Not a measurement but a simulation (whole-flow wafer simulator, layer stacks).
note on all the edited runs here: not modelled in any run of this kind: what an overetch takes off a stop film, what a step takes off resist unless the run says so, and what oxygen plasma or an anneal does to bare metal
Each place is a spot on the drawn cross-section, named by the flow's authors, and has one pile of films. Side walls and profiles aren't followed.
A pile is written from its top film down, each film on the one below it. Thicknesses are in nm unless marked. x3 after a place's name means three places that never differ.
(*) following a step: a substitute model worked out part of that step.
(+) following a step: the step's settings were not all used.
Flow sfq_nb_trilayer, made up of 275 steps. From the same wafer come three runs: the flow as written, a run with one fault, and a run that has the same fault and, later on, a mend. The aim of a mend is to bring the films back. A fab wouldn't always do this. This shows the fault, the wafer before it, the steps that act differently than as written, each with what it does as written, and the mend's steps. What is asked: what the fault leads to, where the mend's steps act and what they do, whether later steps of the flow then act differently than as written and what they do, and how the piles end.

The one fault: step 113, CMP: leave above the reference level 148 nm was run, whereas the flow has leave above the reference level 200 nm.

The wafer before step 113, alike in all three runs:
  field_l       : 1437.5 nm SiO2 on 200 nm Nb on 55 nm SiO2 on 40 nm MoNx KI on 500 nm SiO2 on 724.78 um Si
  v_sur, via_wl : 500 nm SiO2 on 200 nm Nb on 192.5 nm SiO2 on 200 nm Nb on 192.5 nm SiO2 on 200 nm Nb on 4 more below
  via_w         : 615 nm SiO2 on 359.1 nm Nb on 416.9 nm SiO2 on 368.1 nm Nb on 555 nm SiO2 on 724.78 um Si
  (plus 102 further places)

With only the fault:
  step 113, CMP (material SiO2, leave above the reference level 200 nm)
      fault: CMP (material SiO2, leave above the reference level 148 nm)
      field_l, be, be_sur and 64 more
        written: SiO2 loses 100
        fault: SiO2 loses 152
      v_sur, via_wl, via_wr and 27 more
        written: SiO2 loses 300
        fault: SiO2 loses 352
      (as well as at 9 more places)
  Steps further on in the flow that do not act as written (4 other steps are not shown; they differ only slightly, by no more than 2% or 0.5 nm, whichever is larger):
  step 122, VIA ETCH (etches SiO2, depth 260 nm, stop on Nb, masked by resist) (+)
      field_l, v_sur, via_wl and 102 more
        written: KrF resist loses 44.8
        fault: KrF resist loses 38.2
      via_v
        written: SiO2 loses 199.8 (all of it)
        fault: SiO2 loses 147.8 (all of it)
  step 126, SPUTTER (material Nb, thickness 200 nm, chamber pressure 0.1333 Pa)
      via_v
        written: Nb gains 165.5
        fault: Nb gains 176.9
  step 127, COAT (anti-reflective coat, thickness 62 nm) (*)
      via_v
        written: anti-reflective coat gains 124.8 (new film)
        fault: anti-reflective coat gains 112.2 (new film)
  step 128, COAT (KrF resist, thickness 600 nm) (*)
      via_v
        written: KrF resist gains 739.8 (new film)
        fault: KrF resist gains 697.3 (new film)
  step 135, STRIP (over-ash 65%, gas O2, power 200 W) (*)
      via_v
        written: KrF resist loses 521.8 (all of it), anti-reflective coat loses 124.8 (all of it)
        fault: KrF resist loses 479.4 (all of it), anti-reflective coat loses 112.2 (all of it)
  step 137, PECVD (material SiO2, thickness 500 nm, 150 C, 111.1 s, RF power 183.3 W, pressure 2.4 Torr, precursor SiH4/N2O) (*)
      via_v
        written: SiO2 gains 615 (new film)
        fault: SiO2 gains 527.1 (new film)
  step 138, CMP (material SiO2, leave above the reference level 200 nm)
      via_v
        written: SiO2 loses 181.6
        fault: SiO2 loses 157.1
  By the end, the piles at v_sur, via_wl, via_w and 86 more depart from the flow's by more than 2% or 0.5 nm, whichever is larger.
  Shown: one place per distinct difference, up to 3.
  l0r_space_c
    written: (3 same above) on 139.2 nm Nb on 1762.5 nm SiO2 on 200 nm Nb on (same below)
    fault: (3 same above) on 139.2 nm Nb on 1710.5 nm SiO2 on 200 nm Nb on (same below)
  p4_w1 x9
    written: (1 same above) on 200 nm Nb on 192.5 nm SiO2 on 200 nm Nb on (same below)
    fault: (1 same above) on 200 nm Nb on 140.5 nm SiO2 on 200 nm Nb on (same below)
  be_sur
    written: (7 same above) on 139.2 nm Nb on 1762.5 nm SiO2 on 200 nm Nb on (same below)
    fault: (7 same above) on 139.2 nm Nb on 1710.5 nm SiO2 on 200 nm Nb on (same below)

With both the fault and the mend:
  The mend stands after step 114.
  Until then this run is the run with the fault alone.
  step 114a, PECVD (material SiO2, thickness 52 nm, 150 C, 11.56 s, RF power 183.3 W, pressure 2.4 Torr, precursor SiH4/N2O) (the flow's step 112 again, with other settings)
      field_l, v_sur, via_wl and 103 more
        SiO2 gains 52
  Every later step of the flow that is run acts as written, at every place that is followed, to within 2% or 0.5 nm, whichever is larger.
  By the end, the piles equal the flow's at every place that both follow.
